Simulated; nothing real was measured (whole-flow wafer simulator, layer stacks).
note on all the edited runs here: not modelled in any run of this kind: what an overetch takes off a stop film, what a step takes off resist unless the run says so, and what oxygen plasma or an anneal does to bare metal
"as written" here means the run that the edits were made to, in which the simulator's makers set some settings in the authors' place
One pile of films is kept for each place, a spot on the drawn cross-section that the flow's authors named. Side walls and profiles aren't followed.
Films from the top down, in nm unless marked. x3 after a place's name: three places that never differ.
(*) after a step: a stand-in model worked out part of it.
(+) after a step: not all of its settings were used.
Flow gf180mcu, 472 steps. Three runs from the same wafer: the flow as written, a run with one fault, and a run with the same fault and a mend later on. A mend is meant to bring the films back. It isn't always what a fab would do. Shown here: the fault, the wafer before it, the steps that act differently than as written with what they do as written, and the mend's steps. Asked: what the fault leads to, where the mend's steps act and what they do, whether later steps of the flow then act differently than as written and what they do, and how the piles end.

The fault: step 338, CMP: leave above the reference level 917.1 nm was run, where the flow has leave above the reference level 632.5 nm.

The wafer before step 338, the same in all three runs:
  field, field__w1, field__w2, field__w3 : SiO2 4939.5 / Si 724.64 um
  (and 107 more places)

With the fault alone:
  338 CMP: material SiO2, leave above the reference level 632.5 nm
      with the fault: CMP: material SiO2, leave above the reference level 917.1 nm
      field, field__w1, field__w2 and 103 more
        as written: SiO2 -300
        with the fault: SiO2 -15.4
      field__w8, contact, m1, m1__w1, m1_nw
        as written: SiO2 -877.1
        with the fault: SiO2 -592.5
  Later steps of the flow that act differently than as written:
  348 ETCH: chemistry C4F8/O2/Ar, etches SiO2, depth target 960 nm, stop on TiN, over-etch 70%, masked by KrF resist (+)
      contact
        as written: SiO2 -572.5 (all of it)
        with the fault: SiO2 -857.1 (all of it)
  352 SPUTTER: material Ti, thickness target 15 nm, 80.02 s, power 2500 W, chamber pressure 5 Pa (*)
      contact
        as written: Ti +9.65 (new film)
        with the fault: Ti +8.19 (new film)
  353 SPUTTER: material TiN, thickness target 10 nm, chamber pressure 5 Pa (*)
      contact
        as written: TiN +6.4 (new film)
        with the fault: TiN +5.42 (new film)
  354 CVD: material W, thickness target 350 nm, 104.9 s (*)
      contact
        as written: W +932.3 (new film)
        with the fault: W +1219.3 (new film)
  At the end the piles differ from the flow's by more than 2% or 0.5 nm, whichever is larger, at field, field__w1, field__w2 and 109 more.
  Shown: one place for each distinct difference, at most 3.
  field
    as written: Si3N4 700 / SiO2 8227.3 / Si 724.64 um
    with the fault: Si3N4 700 / SiO2 8511.9 / Si 724.64 um
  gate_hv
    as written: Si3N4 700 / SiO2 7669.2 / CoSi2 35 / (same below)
    with the fault: Si3N4 700 / SiO2 7953.8 / CoSi2 35 / (same below)
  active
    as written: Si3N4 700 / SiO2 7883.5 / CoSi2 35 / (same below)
    with the fault: Si3N4 700 / SiO2 8168.1 / CoSi2 35 / (same below)

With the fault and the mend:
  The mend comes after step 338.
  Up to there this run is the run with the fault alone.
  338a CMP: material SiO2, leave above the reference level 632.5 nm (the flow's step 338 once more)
      field, field__w1, field__w2 and 108 more
        SiO2 -284.6
  No later step of the flow acts differently than as written at any place that is followed.
  At the end the piles are the same as the flow's at every place that both follow.
